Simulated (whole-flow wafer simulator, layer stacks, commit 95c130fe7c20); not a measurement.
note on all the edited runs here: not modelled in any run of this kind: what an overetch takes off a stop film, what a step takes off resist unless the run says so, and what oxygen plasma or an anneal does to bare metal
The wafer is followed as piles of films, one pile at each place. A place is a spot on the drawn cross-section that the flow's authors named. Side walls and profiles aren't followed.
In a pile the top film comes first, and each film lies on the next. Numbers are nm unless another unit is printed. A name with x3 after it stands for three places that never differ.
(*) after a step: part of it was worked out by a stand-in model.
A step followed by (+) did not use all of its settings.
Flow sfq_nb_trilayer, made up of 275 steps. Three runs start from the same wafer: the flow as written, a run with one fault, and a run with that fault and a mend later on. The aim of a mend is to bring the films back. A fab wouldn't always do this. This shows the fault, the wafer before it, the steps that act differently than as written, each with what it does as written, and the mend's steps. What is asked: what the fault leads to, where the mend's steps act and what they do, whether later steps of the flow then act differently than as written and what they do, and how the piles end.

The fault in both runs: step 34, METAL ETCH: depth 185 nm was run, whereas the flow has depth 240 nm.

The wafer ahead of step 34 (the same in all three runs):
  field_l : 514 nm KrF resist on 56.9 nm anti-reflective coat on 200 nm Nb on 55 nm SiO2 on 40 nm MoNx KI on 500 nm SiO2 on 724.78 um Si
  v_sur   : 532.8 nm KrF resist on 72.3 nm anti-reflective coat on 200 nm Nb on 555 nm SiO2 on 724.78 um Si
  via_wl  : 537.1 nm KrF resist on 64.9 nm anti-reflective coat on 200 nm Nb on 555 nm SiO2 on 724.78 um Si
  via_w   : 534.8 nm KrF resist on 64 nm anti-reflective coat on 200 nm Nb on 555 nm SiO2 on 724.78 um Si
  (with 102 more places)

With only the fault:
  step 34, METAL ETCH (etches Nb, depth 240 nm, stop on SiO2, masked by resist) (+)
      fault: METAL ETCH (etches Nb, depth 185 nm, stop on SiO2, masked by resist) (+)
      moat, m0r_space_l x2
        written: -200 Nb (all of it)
        fault: -185 Nb
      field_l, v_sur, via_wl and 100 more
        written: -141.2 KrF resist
        fault: -108.8 KrF resist
  Steps further on in the flow that do not act as written:
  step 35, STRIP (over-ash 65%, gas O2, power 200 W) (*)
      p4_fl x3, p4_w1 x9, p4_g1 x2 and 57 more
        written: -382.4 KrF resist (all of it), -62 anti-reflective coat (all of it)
        fault: -414.7 KrF resist (all of it), -62 anti-reflective coat (all of it)
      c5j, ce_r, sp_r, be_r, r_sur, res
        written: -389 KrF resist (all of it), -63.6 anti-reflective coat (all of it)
        fault: -421.4 KrF resist (all of it), -63.6 anti-reflective coat (all of it)
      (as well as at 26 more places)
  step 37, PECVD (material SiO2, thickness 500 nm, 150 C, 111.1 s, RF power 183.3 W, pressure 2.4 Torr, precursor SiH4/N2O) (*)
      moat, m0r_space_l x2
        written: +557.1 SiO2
        fault: +542.1 SiO2 (new film)
  By the end, the piles at moat, m0r_space_l x2 depart from the flow's by more than 2% or 0.5 nm, whichever is larger.
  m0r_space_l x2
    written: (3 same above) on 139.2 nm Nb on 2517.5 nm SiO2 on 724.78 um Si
    fault: (3 same above) on 139.2 nm Nb on 1947.5 nm SiO2 on 15 nm Nb on 555 nm SiO2 on 724.78 um Si
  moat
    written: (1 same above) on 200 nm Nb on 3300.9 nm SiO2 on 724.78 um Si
    fault: (1 same above) on 200 nm Nb on 2730.9 nm SiO2 on 15 nm Nb on 555 nm SiO2 on 724.78 um Si

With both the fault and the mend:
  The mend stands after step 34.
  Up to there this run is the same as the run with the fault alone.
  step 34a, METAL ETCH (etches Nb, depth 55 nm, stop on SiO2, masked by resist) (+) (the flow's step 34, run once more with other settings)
      field_l, v_sur, via_wl and 100 more
        -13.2 KrF resist
      moat, m0r_space_l x2
        -15 Nb (all of it)
  Steps further on in the flow that do not act as written:
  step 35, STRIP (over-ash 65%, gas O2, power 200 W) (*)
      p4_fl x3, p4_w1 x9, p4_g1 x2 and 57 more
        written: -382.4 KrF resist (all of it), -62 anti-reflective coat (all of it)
        mend: -401.5 KrF resist (all of it), -62 anti-reflective coat (all of it)
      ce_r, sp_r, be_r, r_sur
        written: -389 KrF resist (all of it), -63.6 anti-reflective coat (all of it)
        mend: -408.1 KrF resist (all of it), -63.6 anti-reflective coat (all of it)
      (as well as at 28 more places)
  The piles end the same as the flow's at every place that both follow.
